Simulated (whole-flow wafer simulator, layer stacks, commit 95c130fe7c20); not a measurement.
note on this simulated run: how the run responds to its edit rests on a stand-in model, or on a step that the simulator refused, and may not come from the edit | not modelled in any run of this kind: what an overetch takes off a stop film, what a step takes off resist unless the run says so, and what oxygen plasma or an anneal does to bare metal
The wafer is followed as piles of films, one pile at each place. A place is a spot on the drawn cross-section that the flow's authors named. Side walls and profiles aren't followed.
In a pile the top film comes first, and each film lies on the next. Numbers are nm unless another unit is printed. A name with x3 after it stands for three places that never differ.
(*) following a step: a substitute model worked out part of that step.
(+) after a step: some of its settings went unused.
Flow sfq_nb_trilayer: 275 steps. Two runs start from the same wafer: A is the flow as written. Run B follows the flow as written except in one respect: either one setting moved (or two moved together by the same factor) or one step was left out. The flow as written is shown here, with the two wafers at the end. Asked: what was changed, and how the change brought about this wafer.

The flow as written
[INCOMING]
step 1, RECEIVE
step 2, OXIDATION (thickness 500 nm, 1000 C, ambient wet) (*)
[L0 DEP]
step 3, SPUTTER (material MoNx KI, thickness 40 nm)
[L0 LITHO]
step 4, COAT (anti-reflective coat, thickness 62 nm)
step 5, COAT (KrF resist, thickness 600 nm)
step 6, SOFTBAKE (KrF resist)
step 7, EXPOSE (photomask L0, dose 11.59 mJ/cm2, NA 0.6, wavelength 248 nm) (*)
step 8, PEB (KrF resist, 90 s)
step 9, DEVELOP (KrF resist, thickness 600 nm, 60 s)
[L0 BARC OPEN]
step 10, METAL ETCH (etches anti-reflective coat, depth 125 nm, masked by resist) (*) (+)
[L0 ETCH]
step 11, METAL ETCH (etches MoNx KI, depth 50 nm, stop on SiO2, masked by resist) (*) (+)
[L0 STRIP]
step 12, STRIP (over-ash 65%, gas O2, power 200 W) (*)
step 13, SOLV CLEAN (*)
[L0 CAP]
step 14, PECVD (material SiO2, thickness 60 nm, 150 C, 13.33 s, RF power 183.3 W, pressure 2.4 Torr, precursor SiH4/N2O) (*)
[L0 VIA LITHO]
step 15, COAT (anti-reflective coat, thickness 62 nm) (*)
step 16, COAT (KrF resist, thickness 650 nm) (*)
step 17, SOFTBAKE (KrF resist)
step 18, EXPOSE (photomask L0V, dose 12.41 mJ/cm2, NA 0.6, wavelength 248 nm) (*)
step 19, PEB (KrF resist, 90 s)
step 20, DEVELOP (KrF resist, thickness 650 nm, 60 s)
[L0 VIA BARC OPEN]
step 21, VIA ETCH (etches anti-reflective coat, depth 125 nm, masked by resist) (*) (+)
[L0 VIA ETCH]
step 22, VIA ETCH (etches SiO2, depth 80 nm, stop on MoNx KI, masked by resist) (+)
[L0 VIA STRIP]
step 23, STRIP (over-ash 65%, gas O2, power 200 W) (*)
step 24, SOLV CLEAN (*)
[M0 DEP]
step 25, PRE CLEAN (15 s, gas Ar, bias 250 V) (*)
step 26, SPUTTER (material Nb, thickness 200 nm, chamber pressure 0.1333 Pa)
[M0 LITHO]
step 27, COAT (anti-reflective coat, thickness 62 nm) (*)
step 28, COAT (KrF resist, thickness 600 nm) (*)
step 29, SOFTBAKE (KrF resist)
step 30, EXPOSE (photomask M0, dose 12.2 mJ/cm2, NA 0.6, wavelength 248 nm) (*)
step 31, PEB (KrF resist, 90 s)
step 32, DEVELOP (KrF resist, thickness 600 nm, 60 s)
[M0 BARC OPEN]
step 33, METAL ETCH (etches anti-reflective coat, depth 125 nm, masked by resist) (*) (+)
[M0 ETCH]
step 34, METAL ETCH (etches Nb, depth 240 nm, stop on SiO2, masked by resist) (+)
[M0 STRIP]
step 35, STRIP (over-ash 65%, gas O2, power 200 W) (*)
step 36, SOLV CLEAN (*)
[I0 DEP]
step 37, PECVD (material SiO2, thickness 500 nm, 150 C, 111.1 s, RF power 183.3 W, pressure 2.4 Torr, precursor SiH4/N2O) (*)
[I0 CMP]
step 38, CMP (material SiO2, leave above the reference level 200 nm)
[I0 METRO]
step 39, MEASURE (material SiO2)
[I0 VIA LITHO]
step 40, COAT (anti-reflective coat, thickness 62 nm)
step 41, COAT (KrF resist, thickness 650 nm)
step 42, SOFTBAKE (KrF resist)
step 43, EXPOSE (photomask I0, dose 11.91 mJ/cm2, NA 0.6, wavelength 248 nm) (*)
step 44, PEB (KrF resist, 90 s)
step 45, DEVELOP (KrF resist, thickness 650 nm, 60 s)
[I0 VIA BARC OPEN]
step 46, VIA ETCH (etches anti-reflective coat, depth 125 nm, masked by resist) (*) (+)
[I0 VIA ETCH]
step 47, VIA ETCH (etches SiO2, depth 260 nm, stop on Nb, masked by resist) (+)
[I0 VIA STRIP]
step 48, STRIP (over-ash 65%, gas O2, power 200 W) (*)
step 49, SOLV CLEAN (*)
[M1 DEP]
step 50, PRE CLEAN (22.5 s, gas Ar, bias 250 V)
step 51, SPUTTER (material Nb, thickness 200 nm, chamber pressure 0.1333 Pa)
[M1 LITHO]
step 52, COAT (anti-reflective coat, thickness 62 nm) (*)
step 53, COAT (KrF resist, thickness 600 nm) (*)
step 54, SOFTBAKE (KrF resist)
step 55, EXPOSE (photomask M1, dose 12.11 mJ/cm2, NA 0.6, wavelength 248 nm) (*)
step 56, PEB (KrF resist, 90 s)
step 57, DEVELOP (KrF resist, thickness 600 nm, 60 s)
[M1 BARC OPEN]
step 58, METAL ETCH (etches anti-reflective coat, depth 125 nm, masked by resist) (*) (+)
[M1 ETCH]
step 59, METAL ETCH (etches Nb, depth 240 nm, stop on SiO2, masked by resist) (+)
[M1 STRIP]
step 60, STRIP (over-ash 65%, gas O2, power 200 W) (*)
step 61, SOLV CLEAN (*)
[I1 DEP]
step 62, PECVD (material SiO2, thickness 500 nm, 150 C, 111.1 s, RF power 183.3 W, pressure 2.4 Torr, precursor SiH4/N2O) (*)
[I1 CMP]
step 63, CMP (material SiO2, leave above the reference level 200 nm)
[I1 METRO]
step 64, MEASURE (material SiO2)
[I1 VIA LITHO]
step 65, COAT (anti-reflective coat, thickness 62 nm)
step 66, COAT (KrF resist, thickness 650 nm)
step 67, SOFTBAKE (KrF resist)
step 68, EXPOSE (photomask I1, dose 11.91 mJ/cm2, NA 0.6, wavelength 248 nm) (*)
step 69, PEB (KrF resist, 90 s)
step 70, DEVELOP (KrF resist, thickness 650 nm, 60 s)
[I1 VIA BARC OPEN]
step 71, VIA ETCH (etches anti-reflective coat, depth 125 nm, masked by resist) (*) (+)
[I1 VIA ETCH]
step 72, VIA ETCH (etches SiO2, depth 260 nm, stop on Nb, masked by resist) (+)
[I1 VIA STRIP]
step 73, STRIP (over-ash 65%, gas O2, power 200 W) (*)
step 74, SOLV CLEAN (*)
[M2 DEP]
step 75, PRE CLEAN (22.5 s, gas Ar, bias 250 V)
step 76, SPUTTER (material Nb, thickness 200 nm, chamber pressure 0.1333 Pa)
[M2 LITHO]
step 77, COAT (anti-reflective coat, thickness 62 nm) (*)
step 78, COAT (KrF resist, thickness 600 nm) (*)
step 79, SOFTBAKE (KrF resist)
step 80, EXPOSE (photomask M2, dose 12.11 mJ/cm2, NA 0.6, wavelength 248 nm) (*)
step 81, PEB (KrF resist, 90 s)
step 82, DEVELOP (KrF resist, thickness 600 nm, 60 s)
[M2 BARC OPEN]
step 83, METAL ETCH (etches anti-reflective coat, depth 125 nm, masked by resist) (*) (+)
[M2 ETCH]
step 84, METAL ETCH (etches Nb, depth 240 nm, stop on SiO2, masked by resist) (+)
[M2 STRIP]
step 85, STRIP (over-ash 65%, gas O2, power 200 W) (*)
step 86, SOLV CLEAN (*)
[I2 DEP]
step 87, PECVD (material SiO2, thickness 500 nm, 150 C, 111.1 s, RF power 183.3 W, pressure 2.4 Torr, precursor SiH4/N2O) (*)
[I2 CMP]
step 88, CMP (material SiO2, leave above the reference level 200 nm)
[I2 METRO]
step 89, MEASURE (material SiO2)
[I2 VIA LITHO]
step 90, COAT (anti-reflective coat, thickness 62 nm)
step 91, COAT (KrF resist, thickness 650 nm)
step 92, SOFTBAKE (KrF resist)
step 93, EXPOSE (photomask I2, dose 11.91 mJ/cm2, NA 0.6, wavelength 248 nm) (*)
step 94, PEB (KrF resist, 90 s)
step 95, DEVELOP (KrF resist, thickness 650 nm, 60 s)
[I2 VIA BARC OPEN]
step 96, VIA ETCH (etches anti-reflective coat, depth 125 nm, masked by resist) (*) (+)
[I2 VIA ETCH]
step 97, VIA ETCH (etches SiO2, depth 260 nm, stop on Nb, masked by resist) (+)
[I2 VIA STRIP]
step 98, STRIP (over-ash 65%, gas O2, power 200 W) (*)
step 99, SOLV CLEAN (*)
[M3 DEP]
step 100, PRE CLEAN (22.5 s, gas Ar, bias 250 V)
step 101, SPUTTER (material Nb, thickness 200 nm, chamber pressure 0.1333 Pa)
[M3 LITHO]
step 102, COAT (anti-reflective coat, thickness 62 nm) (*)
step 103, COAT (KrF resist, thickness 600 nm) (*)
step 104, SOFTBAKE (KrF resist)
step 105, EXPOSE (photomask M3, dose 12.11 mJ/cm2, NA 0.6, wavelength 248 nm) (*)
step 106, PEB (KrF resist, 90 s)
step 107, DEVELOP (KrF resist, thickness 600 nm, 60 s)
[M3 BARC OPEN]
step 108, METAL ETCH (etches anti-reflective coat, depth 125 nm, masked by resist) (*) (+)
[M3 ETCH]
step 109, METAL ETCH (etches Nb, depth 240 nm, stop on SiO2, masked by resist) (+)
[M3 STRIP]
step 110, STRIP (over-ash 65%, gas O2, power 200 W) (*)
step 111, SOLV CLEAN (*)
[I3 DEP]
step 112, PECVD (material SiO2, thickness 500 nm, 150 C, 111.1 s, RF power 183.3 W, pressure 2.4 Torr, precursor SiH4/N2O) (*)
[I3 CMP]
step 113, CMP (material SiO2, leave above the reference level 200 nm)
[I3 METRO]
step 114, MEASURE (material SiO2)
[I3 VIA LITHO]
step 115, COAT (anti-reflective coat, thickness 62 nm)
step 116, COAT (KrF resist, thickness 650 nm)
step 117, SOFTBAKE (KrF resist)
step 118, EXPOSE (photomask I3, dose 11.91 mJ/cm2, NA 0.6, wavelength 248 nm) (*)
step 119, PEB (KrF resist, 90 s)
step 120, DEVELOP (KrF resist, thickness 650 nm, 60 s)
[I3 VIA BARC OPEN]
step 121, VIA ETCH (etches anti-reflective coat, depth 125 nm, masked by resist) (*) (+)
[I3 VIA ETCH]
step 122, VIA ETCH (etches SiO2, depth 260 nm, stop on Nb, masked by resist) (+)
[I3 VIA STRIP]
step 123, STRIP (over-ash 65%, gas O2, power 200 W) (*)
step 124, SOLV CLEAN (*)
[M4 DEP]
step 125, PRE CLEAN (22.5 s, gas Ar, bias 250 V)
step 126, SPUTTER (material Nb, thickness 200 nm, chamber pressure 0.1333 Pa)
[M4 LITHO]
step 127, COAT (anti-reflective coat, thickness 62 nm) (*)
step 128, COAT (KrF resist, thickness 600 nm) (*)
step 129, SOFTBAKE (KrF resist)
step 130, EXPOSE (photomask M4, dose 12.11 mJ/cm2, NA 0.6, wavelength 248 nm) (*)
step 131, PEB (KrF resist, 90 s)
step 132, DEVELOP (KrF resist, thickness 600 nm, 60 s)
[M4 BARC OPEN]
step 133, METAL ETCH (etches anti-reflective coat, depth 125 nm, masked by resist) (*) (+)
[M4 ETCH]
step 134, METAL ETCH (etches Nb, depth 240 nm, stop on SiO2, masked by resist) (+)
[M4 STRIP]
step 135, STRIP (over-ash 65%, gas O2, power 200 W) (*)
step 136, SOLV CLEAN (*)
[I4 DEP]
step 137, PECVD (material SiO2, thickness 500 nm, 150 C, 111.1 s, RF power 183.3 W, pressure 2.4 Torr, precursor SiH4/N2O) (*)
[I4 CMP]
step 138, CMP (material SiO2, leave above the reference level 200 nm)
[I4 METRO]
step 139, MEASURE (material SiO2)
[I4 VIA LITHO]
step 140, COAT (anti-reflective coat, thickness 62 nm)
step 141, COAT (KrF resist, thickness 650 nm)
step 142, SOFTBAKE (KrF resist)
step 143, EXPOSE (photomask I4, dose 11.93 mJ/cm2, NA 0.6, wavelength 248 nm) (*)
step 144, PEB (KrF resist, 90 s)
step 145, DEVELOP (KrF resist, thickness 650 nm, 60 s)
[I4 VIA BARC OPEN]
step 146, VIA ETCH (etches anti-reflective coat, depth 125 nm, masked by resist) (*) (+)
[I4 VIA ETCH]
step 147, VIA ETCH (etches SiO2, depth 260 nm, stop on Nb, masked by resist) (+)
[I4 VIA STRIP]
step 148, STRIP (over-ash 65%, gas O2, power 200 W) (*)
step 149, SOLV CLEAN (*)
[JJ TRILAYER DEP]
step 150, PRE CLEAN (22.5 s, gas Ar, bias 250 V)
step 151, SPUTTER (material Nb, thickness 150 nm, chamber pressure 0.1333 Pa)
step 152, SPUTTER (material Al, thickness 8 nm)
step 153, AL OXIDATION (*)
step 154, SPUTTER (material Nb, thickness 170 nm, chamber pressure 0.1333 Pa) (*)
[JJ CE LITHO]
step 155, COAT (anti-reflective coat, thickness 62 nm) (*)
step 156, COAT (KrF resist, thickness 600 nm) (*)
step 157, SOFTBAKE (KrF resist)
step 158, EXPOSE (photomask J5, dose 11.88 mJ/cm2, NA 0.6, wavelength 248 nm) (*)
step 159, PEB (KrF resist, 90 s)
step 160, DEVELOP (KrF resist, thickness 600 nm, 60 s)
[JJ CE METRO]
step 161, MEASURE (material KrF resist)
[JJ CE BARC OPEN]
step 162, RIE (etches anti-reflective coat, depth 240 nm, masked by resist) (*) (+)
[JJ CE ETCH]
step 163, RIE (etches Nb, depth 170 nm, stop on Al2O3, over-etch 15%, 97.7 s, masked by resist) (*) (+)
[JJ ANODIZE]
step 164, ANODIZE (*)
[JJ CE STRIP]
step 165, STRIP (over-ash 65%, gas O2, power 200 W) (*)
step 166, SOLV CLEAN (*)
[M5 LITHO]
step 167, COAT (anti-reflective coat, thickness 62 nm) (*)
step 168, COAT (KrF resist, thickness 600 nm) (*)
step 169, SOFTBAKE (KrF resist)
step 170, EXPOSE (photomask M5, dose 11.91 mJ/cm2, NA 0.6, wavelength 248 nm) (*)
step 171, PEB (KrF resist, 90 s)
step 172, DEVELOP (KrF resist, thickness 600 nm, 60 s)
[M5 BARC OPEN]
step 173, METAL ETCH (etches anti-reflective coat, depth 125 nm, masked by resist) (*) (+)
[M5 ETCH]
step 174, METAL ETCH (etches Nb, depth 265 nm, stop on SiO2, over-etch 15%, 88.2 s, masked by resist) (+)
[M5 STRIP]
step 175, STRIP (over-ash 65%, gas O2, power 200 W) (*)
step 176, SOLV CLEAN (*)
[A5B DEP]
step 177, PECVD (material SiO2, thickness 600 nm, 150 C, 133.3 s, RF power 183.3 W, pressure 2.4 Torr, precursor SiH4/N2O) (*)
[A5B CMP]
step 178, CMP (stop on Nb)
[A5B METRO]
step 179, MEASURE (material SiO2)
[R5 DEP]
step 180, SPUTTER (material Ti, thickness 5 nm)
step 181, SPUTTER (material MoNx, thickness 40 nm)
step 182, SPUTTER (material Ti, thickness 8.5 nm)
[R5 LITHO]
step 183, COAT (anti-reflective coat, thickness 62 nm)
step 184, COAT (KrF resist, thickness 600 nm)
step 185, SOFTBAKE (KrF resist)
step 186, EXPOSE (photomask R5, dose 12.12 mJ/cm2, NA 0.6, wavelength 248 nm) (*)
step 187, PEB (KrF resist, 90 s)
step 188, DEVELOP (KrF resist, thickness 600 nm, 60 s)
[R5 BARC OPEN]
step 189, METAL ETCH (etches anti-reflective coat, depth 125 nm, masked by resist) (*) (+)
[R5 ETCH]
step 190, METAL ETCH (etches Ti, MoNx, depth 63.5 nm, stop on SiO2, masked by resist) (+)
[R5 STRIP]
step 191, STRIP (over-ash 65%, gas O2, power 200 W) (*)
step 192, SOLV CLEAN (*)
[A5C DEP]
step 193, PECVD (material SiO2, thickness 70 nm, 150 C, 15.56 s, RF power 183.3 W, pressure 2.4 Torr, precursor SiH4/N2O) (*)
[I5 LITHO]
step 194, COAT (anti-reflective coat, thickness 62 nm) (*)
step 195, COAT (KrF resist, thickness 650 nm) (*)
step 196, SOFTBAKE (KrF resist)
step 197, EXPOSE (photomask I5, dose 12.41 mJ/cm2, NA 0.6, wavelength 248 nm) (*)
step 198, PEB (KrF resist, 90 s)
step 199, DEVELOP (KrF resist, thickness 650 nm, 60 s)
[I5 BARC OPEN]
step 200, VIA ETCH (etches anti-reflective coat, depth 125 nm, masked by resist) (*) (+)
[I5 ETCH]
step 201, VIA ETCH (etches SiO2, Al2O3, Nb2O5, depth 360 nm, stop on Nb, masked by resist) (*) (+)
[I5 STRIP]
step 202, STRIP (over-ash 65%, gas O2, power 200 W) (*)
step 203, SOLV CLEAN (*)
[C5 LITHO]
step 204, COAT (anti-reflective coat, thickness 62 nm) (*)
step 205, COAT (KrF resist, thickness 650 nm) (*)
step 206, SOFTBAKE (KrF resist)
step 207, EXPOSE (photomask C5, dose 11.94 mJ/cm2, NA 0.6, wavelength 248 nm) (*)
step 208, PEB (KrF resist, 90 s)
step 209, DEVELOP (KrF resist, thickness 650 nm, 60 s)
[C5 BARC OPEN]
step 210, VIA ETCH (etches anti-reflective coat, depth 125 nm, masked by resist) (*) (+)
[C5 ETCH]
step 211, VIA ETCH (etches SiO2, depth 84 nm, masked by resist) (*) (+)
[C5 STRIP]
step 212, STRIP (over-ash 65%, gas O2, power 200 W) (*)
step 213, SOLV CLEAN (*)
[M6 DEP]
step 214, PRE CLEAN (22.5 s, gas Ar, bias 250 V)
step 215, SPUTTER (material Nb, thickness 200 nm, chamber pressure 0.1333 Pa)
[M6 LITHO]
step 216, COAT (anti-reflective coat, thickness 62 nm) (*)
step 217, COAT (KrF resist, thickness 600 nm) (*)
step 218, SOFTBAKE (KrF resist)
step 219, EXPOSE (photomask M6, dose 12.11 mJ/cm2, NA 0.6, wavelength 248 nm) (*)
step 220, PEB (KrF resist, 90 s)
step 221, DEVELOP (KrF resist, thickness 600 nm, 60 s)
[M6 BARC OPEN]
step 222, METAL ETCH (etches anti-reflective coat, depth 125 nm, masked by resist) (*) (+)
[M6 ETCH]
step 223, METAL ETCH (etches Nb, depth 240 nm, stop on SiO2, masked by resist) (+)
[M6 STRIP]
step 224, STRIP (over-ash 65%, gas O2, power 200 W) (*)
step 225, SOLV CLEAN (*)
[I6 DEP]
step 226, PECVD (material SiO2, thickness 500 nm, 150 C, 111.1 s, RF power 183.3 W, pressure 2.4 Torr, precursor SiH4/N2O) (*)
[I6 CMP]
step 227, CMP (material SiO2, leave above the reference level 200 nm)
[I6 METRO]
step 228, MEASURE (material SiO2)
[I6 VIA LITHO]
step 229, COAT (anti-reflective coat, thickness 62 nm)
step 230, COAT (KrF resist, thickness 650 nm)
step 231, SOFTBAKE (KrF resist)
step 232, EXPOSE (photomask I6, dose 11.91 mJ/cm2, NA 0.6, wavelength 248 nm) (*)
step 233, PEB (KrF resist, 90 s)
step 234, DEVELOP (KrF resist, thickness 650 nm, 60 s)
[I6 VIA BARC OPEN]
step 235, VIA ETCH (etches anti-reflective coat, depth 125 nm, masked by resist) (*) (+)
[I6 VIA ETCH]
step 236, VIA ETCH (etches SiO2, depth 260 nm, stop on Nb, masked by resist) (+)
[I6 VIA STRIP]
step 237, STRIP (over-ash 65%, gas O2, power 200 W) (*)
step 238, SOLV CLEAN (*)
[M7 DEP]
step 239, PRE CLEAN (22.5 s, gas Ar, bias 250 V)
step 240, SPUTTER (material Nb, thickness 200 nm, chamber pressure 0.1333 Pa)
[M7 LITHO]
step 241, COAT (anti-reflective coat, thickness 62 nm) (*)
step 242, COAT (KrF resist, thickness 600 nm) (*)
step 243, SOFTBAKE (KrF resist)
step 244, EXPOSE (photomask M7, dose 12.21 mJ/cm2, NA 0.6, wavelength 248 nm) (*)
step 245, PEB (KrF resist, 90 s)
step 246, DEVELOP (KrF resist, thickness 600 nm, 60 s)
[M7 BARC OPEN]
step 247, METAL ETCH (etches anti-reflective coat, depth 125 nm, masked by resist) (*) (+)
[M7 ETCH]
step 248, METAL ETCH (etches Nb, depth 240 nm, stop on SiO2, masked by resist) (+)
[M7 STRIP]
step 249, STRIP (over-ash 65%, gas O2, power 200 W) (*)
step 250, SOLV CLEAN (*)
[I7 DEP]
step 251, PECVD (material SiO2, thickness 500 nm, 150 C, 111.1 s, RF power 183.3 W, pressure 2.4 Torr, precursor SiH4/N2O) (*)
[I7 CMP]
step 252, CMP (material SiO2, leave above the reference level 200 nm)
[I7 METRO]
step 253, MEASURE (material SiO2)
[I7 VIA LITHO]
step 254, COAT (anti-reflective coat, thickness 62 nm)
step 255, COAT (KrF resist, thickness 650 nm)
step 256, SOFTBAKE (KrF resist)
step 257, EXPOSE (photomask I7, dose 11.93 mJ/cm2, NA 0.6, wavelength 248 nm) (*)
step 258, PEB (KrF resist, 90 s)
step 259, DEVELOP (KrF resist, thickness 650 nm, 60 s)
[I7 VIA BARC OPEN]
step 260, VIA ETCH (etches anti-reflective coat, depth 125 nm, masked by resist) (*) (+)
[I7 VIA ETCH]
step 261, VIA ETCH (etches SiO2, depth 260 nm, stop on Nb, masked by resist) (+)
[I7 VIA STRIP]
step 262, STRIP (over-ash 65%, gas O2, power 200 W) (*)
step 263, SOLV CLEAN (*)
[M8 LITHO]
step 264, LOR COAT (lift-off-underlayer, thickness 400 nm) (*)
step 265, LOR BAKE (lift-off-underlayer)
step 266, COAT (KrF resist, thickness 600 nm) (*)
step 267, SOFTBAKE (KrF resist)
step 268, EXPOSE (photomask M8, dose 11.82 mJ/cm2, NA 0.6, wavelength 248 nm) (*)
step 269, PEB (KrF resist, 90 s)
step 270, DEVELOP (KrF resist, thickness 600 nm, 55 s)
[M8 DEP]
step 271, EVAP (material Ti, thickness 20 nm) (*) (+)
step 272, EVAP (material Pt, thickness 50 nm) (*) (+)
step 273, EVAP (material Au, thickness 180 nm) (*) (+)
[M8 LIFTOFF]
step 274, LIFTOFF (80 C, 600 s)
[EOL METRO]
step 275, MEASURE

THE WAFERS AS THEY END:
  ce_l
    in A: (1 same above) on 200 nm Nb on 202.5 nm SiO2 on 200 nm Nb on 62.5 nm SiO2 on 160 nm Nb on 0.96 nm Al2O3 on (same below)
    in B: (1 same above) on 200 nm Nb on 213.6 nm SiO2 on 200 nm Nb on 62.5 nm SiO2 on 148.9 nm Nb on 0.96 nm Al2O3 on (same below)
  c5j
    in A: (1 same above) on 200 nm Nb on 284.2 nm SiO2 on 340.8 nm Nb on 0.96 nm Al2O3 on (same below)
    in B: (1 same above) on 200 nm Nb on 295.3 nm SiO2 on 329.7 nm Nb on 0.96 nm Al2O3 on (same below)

Cause: step 190, METAL ETCH: depth 74.6 nm was run, though the flow has depth 63.5 nm.

The path from the change to this, step by step:
  step 190, METAL ETCH (etches Ti, MoNx, depth 63.5 nm, stop on SiO2, masked by resist) (+)
      be_r, r_sur, res, r_end, r5r_line_l, r5r_line_c, r5r_line_r: A KrF resist loses 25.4 | B KrF resist loses 29.8
      ce_l, c5j, ce_r, wl_jj: A Ti loses 8.5 (all of it), MoNx loses 40 (all of it), Ti loses 5 (all of it), Nb loses 10 | B Ti loses 8.5 (all of it), MoNx loses 40 (all of it), Ti loses 5 (all of it), Nb loses 21.1
  step 194, COAT (anti-reflective coat, thickness 62 nm) (*)
      wl_j_sl, wl_j_sr: A anti-reflective coat gains 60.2 (new film) | B anti-reflective coat gains 58.2 (new film)
      jj_sur: A anti-reflective coat gains 60.8 (new film) | B anti-reflective coat gains 59 (new film)
      (and at 5 other places as well)
  step 202, STRIP (over-ash 65%, gas O2, power 200 W) (*)
      wl_j_sl, wl_j_sr: A KrF resist loses 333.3 (all of it), anti-reflective coat loses 60.2 (all of it) | B KrF resist loses 333.5 (all of it), anti-reflective coat loses 58.2 (all of it)
      jj_sur: A KrF resist loses 337.2 (all of it), anti-reflective coat loses 60.8 (all of it) | B KrF resist loses 337.4 (all of it), anti-reflective coat loses 59 (all of it)
      (and at 5 other places as well)
  step 204, COAT (anti-reflective coat, thickness 62 nm) (*)
      wl_j_sl, wl_j_sr: A anti-reflective coat gains 60.2 (new film) | B anti-reflective coat gains 58.2 (new film)
      jj_sur: A anti-reflective coat gains 59.5 (new film) | B anti-reflective coat gains 57.7 (new film)
      (and at 5 other places as well)
  step 210, VIA ETCH (etches anti-reflective coat, depth 125 nm, masked by resist) (*) (+)
      c5j: A anti-reflective coat loses 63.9 (all of it), SiO2 loses 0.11 | B anti-reflective coat loses 67 (all of it), SiO2 loses 0.09
  step 212, STRIP (over-ash 65%, gas O2, power 200 W) (*)
      wl_j_sl, wl_j_sr: A KrF resist loses 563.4 (all of it), anti-reflective coat loses 60.2 (all of it) | B KrF resist loses 563.6 (all of it), anti-reflective coat loses 58.2 (all of it)
      jj_sur: A KrF resist loses 562 (all of it), anti-reflective coat loses 59.5 (all of it) | B KrF resist loses 562.1 (all of it), anti-reflective coat loses 57.7 (all of it)
      (and at 4 other places as well)
  step 216, COAT (anti-reflective coat, thickness 62 nm) (*)
      wl_j_sl, wl_j_sr: A anti-reflective coat gains 60.2 (new film) | B anti-reflective coat gains 58.3 (new film)
      jj_sur: A anti-reflective coat gains 56.1 (new film) | B anti-reflective coat gains 54.2 (new film)
      (and at 5 other places as well)
  step 224, STRIP (over-ash 65%, gas O2, power 200 W) (*)
      wl_j_sl, wl_j_sr: A KrF resist loses 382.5 (all of it), anti-reflective coat loses 60.2 (all of it) | B KrF resist loses 382.6 (all of it), anti-reflective coat loses 58.3 (all of it)
      jj_sur: A KrF resist loses 378.5 (all of it), anti-reflective coat loses 56.1 (all of it) | B KrF resist loses 378.6 (all of it), anti-reflective coat loses 54.2 (all of it)
      (and at 5 other places as well)
  step 227, CMP (material SiO2, leave above the reference level 200 nm)
      ce_l, ce_r, wl_jj: A SiO2 loses 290 | B SiO2 loses 278.9
      c5j: A SiO2 loses 223 | B SiO2 loses 211.9
